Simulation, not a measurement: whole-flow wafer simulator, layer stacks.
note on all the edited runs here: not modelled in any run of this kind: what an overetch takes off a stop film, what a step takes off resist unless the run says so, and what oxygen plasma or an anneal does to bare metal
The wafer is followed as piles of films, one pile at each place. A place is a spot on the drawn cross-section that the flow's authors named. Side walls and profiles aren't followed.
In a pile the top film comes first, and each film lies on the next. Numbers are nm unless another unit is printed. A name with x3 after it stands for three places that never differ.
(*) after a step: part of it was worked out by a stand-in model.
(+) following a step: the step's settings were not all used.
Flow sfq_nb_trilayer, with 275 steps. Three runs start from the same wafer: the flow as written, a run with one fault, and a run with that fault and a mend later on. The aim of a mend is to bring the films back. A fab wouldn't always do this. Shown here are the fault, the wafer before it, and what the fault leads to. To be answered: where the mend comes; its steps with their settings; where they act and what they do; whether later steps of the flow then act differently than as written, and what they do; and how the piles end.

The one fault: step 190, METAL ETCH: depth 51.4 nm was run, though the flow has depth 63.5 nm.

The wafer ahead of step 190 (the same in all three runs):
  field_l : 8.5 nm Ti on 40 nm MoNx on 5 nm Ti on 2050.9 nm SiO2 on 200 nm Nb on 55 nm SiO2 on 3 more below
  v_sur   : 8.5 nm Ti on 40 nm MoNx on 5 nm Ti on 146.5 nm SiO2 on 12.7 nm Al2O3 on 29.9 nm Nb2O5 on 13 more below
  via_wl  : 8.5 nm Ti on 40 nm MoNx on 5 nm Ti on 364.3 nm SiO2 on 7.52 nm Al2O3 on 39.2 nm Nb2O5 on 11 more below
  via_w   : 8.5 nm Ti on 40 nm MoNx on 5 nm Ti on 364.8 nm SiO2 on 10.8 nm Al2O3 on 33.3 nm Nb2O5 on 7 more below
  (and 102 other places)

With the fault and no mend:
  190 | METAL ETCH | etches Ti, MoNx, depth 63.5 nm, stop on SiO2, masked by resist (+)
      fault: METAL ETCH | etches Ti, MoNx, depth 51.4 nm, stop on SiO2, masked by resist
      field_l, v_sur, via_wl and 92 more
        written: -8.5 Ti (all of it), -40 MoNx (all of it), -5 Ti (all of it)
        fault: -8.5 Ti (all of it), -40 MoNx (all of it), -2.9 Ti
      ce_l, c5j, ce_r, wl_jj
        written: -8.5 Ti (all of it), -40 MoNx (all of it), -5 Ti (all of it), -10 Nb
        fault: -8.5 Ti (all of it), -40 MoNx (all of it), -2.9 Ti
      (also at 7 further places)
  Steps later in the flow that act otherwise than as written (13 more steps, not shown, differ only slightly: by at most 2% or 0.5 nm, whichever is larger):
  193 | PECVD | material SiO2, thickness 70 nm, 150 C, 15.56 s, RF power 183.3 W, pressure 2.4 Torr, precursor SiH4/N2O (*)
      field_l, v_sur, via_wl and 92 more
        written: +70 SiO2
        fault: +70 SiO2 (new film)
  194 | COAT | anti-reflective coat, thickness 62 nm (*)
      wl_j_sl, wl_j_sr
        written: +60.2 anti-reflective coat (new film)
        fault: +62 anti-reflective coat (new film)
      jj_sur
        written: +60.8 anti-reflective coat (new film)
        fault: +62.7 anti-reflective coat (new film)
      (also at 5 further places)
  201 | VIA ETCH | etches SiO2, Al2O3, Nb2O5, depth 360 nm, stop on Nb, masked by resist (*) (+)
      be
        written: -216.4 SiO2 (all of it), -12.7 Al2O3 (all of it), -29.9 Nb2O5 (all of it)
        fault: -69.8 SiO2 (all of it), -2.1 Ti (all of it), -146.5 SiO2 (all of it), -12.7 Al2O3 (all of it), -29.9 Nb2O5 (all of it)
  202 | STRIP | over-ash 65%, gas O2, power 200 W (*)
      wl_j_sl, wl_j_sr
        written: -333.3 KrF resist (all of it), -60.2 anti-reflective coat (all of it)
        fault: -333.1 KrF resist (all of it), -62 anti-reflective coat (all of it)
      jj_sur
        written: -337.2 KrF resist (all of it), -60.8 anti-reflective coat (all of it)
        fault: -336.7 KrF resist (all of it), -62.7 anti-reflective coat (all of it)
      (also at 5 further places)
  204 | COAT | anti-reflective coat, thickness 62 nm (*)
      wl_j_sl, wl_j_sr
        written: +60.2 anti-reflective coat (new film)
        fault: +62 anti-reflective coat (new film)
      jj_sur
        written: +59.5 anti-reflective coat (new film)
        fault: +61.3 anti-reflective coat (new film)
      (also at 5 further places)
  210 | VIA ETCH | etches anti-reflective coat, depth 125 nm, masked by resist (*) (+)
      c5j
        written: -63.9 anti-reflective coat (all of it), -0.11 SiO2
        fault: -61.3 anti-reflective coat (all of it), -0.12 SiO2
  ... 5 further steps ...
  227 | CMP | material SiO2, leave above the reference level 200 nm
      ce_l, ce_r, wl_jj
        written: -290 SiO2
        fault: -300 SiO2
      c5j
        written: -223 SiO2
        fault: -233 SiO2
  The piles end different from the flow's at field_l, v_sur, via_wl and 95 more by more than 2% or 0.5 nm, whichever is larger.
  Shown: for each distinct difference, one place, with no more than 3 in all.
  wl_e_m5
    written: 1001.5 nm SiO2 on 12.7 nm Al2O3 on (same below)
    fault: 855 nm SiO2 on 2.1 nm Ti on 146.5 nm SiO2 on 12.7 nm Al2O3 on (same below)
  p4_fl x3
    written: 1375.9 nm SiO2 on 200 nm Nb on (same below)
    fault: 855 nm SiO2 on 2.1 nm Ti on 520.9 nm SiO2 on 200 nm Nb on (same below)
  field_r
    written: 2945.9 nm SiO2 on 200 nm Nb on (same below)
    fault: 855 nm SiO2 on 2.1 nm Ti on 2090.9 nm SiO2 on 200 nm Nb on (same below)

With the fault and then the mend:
  The mend follows step 190.
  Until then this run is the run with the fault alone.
  190a | METAL ETCH | etches Ti, MoNx, depth 12.1 nm, stop on SiO2, masked by resist (+) (a further turn of the flow's step 190, with different settings)
      field_l, v_sur, via_wl and 92 more
        -2.1 Ti (all of it)
      be_r, r_sur, res, r_end, r5r_line_l, r5r_line_c, r5r_line_r
        -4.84 KrF resist
      ce_l, c5j, ce_r, wl_jj
        -2.1 Ti (all of it), -10 Nb
  None of the later steps of the flow acts differently than as written at any place that is followed.
  By the end, the piles equal the flow's at every place that both follow.
